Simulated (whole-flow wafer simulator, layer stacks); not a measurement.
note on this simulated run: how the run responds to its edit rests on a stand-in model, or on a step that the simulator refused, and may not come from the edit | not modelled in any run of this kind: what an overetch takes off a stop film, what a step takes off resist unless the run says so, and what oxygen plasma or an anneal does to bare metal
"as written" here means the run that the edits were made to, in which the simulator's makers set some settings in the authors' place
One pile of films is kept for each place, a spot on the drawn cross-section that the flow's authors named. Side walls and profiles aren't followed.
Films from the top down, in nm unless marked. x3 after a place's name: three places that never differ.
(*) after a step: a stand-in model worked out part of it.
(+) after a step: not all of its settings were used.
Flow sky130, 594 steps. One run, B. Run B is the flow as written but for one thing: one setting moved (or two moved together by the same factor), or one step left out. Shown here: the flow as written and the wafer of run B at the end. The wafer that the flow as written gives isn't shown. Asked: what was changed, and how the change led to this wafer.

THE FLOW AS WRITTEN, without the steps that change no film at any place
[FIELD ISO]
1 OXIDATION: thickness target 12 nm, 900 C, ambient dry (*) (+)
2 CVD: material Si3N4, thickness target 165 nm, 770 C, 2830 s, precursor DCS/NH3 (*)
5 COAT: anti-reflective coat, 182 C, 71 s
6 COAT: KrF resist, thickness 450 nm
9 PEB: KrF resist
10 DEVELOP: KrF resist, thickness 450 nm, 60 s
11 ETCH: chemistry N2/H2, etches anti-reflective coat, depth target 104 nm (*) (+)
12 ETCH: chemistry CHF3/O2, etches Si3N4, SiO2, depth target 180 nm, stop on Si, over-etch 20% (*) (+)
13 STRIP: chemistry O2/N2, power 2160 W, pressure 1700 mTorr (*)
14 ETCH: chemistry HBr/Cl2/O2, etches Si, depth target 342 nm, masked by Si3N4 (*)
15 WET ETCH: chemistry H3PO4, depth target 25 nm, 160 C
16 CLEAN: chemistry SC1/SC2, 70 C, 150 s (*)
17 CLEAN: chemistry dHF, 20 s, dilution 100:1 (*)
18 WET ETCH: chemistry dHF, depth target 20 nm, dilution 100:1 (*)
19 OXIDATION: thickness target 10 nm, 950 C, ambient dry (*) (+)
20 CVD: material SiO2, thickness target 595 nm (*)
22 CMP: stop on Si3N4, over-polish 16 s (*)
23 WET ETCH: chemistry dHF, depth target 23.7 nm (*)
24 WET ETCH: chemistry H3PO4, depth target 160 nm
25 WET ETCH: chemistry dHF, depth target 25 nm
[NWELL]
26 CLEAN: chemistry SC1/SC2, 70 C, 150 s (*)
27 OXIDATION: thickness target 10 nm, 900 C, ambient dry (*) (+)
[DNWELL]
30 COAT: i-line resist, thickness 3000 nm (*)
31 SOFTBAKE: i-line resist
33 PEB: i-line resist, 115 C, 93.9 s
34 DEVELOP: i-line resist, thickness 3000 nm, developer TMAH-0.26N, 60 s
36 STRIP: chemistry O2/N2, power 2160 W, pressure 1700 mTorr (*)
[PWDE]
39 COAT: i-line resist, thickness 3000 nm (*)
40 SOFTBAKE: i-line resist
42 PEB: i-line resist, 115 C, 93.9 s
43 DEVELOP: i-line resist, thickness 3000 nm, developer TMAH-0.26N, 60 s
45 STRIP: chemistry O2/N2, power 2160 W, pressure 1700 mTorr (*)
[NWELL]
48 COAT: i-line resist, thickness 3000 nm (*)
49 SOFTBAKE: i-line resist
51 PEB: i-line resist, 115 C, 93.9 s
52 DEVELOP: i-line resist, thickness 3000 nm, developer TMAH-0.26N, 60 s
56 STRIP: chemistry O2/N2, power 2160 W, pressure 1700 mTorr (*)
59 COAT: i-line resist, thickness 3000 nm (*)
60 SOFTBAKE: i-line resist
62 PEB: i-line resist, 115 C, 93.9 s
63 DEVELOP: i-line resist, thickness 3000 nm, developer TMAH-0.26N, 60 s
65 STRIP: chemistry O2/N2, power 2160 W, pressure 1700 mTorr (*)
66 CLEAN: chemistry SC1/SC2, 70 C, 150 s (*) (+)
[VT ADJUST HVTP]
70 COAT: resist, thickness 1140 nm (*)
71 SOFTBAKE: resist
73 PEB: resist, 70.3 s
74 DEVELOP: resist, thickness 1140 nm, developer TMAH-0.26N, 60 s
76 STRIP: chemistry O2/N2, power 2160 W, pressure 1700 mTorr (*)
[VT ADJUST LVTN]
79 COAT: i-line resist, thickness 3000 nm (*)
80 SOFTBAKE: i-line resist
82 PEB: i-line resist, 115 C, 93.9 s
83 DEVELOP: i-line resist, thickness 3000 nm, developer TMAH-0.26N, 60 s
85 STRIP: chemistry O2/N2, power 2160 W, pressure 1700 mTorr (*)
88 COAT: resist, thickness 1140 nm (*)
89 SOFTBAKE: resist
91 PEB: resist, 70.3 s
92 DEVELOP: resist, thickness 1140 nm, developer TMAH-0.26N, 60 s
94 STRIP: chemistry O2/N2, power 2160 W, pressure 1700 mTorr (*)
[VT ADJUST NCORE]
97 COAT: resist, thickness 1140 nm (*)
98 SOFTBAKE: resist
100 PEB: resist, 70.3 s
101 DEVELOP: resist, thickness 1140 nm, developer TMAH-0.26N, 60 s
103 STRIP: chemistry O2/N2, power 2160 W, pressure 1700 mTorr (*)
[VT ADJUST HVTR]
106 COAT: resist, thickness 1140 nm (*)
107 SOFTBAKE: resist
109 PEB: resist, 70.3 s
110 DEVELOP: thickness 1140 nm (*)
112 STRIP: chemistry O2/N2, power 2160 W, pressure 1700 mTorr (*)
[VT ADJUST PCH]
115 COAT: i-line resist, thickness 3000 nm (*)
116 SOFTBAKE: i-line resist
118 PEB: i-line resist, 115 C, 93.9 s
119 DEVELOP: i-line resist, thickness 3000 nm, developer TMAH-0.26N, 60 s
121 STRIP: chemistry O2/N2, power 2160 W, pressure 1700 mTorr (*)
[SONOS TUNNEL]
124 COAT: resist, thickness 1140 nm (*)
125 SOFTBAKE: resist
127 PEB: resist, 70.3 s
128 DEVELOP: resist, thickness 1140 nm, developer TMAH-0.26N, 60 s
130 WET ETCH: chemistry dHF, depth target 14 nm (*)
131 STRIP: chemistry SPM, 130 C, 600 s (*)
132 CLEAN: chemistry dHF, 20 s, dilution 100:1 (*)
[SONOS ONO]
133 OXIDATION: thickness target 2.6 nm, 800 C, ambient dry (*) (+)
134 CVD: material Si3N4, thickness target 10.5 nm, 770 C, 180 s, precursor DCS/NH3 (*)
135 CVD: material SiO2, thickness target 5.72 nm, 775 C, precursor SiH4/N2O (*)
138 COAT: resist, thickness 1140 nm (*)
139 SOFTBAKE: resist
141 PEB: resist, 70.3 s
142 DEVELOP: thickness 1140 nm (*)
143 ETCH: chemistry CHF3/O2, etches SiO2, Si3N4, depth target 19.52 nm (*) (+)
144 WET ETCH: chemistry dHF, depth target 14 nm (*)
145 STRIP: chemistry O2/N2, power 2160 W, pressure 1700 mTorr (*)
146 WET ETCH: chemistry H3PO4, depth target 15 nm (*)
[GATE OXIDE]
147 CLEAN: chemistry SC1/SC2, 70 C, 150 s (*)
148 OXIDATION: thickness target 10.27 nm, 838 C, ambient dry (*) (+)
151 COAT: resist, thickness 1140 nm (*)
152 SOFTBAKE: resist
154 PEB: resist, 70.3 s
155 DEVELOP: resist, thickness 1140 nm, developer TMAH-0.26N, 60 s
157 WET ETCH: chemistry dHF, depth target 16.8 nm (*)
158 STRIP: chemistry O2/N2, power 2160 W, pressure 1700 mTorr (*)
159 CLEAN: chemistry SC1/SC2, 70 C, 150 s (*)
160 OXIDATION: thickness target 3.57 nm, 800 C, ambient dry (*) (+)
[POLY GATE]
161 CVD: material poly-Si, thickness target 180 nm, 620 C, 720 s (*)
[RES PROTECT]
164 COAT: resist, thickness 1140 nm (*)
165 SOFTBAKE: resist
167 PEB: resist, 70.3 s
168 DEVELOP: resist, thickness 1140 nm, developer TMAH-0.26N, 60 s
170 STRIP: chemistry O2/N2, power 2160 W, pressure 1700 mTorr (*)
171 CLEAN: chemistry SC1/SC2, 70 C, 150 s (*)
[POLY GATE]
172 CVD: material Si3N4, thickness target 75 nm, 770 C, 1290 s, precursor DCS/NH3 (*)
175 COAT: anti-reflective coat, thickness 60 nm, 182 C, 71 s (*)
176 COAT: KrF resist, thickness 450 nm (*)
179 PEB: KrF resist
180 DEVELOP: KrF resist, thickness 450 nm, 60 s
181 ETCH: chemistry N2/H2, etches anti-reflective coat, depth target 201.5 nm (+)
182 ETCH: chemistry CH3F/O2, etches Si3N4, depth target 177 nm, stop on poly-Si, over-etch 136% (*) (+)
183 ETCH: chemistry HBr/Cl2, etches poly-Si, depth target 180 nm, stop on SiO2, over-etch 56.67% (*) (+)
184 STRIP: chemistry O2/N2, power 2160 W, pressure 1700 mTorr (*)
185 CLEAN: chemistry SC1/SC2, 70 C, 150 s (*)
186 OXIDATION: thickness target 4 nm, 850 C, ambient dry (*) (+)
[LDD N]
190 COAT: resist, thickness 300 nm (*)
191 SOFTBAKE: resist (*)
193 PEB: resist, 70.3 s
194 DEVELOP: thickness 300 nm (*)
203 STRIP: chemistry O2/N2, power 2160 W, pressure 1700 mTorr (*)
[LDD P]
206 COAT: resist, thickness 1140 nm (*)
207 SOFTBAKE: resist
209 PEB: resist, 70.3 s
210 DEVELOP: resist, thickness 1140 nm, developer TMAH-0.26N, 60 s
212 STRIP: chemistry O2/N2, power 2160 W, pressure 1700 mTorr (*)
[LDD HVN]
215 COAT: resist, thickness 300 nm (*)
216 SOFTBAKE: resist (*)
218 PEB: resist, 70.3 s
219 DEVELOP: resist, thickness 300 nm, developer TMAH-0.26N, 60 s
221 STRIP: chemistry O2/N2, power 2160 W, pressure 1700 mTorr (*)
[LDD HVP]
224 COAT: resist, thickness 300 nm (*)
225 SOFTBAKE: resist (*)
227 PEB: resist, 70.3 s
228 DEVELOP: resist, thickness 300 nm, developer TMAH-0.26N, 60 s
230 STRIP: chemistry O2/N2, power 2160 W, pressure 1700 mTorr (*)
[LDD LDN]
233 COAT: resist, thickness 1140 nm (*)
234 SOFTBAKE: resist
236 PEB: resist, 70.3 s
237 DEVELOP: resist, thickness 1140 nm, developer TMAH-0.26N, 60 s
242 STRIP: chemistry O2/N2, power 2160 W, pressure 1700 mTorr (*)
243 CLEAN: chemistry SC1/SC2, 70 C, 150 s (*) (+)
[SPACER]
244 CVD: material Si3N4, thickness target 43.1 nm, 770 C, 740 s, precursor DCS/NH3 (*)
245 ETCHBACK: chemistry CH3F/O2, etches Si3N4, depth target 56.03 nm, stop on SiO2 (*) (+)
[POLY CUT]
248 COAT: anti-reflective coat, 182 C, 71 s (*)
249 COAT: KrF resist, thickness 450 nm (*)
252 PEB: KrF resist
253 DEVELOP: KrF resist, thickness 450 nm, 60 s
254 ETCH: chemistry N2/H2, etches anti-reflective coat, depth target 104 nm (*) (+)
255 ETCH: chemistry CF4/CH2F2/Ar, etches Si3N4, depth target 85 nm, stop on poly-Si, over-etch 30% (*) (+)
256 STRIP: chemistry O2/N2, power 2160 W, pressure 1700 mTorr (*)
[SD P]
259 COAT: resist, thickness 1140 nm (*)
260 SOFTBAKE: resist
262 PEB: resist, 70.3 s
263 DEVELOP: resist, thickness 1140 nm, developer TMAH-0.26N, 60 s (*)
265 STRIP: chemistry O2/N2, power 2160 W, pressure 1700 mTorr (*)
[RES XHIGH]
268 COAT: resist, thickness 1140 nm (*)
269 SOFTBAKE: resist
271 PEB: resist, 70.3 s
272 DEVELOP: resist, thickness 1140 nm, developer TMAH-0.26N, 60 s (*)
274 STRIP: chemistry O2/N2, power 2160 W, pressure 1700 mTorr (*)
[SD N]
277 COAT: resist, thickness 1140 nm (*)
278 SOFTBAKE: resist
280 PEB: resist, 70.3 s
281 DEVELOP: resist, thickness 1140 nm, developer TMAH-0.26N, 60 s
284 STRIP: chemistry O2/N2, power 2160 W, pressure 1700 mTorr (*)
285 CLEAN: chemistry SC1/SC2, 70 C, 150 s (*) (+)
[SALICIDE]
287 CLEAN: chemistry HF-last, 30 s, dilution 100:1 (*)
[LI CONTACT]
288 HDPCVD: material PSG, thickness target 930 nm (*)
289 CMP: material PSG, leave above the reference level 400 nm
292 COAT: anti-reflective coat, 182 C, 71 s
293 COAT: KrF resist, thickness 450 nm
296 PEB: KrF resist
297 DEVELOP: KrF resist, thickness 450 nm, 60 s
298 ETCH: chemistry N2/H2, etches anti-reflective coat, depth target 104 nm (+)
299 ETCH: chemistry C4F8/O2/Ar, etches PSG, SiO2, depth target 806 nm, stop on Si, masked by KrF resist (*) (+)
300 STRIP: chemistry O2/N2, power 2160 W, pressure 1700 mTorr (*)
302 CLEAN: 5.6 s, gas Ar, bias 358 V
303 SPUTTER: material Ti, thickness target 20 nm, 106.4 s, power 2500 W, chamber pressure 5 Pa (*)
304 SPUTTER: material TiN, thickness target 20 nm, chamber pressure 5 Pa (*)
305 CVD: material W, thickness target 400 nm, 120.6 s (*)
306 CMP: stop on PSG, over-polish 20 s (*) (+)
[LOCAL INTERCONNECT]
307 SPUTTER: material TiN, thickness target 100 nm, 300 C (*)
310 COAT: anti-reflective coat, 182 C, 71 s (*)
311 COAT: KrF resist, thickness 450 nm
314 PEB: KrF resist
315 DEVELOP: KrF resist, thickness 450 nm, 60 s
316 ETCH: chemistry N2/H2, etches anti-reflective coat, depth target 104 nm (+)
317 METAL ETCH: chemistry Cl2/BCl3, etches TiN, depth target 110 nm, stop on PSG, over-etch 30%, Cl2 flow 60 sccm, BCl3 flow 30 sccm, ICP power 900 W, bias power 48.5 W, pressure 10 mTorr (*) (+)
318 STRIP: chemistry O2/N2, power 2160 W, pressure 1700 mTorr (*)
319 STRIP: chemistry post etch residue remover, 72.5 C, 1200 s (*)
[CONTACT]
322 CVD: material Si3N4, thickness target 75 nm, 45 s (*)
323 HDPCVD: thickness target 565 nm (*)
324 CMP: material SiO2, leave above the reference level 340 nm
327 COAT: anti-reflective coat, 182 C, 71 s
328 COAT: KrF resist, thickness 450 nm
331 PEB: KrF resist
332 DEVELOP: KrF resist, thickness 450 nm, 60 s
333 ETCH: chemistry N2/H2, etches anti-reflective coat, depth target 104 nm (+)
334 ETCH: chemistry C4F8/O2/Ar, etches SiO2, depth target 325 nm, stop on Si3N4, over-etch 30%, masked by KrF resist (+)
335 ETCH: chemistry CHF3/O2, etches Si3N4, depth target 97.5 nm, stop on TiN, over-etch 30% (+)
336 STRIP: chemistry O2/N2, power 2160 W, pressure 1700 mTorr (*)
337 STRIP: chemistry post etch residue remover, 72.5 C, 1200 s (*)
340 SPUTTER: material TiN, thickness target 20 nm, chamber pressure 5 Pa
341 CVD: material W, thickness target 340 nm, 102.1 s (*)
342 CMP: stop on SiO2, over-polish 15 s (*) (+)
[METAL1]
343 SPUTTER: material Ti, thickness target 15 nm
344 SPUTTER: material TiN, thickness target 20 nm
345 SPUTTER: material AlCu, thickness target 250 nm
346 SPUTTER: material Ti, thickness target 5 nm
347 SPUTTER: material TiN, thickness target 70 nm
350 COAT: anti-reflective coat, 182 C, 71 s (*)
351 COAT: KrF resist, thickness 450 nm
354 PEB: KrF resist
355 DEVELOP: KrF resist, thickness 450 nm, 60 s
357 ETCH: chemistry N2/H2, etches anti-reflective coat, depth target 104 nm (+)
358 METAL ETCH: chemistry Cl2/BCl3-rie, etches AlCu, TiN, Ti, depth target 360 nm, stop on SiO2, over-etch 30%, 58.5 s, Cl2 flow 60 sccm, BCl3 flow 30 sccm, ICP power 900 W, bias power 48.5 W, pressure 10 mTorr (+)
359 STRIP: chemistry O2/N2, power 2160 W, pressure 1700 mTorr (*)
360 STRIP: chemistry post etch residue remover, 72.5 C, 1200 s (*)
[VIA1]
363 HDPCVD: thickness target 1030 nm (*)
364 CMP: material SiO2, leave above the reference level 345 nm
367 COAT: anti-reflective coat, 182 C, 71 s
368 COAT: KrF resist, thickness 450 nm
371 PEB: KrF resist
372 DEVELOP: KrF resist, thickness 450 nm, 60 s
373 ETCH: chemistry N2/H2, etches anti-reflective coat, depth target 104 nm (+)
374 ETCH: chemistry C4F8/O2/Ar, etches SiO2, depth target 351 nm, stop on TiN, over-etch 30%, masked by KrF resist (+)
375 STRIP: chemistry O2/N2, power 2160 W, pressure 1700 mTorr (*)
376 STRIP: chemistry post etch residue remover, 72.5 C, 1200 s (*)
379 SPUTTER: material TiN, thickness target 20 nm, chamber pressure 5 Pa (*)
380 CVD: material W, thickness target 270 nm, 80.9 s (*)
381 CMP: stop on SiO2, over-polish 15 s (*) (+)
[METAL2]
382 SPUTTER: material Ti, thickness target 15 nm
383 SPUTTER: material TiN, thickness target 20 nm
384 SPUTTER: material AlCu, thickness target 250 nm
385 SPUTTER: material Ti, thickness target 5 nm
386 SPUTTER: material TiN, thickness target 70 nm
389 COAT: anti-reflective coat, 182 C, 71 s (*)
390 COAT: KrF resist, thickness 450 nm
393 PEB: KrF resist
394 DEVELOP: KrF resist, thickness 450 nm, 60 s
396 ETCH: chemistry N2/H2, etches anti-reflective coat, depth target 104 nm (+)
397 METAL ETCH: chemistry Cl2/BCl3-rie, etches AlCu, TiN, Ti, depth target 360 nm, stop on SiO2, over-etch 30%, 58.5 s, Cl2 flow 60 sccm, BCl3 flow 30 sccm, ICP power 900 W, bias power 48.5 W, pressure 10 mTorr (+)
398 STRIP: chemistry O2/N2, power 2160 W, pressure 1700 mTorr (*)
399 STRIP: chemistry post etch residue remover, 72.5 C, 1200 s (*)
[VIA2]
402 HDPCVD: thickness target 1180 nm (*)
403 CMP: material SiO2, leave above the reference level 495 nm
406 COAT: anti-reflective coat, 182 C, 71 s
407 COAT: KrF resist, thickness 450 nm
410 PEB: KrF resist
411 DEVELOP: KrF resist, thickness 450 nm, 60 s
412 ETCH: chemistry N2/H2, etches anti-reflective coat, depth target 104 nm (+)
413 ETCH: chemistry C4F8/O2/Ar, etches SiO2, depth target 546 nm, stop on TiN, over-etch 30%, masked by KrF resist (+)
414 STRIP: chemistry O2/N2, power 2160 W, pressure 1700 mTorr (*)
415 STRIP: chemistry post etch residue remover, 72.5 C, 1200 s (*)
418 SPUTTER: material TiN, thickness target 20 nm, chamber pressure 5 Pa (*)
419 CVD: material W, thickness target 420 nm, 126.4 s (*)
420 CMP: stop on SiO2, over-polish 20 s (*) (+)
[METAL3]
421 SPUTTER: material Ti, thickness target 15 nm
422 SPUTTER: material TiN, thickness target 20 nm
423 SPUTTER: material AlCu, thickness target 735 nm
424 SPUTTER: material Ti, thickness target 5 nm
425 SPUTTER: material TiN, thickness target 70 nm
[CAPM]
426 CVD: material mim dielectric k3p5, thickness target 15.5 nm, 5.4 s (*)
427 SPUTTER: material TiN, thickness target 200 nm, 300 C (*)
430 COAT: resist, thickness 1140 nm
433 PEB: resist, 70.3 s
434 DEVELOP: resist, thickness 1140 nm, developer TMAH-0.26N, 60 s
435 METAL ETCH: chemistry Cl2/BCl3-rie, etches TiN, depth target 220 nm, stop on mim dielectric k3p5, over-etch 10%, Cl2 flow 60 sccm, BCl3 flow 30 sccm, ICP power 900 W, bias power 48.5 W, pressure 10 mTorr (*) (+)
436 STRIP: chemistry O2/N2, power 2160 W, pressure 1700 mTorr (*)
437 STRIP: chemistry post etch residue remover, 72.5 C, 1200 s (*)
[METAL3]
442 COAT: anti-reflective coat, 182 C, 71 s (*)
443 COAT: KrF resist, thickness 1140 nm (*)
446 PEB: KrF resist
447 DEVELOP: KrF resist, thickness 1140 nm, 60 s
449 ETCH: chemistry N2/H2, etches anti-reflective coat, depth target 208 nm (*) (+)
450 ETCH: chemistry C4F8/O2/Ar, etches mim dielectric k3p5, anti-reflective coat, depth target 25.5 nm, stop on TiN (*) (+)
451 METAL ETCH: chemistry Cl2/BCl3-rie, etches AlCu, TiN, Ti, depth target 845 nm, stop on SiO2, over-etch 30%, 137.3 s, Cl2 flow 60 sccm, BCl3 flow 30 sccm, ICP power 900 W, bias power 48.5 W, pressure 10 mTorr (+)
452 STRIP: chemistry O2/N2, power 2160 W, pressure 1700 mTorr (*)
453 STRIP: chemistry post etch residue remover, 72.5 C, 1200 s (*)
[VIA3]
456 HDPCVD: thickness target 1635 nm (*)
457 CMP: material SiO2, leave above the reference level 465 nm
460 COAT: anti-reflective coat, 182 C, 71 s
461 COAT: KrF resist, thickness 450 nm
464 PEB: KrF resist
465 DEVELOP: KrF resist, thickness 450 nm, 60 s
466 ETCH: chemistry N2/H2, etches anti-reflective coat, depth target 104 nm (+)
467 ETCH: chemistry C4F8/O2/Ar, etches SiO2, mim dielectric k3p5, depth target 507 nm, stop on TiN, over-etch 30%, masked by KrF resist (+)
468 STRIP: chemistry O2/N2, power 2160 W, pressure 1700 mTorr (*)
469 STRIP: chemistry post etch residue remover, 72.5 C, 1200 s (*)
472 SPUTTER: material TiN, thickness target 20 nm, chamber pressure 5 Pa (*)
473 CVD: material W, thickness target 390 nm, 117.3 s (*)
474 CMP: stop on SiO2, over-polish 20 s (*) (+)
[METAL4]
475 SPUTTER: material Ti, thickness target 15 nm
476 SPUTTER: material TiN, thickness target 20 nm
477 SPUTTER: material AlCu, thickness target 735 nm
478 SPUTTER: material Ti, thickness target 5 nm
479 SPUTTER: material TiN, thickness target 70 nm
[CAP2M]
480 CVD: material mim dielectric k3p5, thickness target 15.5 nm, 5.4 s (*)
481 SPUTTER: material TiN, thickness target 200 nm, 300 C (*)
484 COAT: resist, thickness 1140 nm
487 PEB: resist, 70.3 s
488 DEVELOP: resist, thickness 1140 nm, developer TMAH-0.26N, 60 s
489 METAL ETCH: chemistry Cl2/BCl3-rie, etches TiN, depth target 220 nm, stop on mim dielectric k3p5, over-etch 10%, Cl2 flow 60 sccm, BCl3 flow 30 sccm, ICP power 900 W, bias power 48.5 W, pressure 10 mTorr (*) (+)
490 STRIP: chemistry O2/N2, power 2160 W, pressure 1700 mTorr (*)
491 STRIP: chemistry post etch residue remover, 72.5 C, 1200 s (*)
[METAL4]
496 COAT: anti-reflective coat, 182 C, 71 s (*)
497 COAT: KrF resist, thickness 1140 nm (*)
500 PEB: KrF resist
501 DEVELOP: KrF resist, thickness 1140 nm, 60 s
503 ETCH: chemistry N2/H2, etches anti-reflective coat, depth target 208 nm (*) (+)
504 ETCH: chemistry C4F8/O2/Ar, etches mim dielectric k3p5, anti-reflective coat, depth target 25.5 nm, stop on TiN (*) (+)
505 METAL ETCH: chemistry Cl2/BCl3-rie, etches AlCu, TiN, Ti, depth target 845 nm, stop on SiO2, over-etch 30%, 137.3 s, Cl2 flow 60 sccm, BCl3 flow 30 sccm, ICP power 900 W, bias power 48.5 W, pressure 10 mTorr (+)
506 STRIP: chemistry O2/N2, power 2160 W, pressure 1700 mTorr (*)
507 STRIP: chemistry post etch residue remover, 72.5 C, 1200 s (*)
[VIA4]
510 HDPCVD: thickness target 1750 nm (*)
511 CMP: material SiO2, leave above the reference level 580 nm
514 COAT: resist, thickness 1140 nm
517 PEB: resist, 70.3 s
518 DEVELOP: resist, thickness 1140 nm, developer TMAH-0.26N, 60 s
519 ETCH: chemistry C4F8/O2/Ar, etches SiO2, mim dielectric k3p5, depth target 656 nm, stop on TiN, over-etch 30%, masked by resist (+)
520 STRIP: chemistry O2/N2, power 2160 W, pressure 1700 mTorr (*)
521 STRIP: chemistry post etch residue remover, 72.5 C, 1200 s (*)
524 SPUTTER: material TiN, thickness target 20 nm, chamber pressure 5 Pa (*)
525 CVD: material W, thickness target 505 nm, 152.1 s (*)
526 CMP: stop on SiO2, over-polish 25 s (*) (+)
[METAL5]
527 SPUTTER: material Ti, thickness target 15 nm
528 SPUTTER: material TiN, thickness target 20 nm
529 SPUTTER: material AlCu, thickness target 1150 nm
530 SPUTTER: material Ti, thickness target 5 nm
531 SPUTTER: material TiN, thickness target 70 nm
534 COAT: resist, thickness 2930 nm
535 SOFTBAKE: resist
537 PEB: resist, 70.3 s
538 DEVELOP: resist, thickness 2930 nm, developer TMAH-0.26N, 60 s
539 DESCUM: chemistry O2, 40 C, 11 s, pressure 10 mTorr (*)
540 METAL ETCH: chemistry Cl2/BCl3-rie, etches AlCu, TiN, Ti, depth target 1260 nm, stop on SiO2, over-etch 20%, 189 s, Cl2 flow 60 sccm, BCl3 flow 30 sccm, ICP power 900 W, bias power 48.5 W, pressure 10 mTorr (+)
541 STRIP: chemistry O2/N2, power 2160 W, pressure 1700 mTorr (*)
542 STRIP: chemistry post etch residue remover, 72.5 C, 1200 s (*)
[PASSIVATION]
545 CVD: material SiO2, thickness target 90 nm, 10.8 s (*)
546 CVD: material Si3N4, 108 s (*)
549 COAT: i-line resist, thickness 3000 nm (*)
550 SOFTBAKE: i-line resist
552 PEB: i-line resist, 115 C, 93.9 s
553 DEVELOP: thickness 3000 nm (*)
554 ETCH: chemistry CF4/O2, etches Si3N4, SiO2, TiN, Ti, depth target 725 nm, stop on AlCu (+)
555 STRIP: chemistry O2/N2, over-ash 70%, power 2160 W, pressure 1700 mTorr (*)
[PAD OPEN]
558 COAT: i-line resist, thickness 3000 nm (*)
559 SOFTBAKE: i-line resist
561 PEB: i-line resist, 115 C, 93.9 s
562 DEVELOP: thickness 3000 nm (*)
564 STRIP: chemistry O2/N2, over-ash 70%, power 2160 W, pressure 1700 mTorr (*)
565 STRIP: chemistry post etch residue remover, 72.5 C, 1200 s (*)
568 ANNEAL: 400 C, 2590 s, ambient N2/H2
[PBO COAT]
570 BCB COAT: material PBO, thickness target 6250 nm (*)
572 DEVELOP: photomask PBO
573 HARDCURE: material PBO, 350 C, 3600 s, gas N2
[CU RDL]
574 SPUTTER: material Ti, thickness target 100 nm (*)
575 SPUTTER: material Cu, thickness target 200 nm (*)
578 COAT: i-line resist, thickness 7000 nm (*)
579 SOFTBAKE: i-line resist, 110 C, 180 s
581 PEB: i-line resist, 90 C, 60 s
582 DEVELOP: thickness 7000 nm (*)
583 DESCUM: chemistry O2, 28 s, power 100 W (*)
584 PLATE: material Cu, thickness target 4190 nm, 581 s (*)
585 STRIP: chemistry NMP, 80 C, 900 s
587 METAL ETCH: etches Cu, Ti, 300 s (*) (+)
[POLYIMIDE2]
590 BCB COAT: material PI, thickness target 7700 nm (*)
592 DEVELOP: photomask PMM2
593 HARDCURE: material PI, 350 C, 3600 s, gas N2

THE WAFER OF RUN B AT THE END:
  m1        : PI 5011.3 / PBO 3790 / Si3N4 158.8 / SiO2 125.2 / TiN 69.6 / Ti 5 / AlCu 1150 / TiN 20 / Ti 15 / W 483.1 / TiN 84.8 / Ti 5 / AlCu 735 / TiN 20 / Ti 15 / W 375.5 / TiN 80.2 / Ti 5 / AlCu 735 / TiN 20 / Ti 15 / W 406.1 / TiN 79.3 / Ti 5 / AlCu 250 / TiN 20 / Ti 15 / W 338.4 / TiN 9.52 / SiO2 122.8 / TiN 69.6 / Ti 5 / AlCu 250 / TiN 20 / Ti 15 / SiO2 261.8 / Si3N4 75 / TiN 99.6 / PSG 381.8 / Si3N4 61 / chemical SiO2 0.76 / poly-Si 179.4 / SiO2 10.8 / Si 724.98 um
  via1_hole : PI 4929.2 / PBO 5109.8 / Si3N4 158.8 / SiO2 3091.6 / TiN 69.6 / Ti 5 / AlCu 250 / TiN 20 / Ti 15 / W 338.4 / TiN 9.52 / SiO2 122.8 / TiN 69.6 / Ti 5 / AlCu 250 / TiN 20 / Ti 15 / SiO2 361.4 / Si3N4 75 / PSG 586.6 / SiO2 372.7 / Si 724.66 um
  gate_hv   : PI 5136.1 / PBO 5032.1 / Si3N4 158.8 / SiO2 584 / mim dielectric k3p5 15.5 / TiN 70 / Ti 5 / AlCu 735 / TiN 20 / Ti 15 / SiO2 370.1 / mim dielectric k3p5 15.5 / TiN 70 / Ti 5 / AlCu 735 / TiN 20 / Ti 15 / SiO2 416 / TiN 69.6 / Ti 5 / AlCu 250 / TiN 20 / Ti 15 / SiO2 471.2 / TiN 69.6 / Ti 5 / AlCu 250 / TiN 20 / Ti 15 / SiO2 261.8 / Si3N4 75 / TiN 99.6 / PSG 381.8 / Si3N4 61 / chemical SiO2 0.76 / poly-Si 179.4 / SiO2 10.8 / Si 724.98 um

The cause: step 364, CMP: leave above the reference level 549 nm was run, where the flow has leave above the reference level 345 nm.

How the change led to this, step by step:
  364 CMP: material SiO2, leave above the reference level 345 nm
      n_well, p_well, gate_hv and 100 more: SiO2 -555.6 (as written it would be: SiO2 -759.6)
      field, active, gate and 81 more: SiO2 -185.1 (as written it would be: SiO2 -389.1)
      (and at 4 more places)
  374 ETCH: chemistry C4F8/O2/Ar, etches SiO2, depth target 351 nm, stop on TiN, over-etch 30%, masked by KrF resist (+)
      m1, via1_hole: SiO2 -351 (as written it would be: SiO2 -269.8 (all of it))
  379 SPUTTER: material TiN, thickness target 20 nm, chamber pressure 5 Pa (*)
      m1: TiN +9.52 (new film) (as written it would be: TiN +11)
      via1_hole: TiN +9.52 (new film) (as written it would be: TiN +10.9)
  380 CVD: material W, thickness target 270 nm, 80.9 s (*)
      m1, via1_hole: W +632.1 (new film) (as written it would be: W +549.9 (new film))
Counting metal films that touch as one body, m1 has 3 bodies (between them, from the top down: SiO2 122.8; SiO2 261.8 / Si3N4 75); the flow as written gives 2 bodies (between them, from the top down: SiO2 261.8 / Si3N4 75).
Counting metal films that touch as one body, via1_hole has 2 bodies (between them, from the top down: SiO2 122.8); the flow as written gives 1 body.
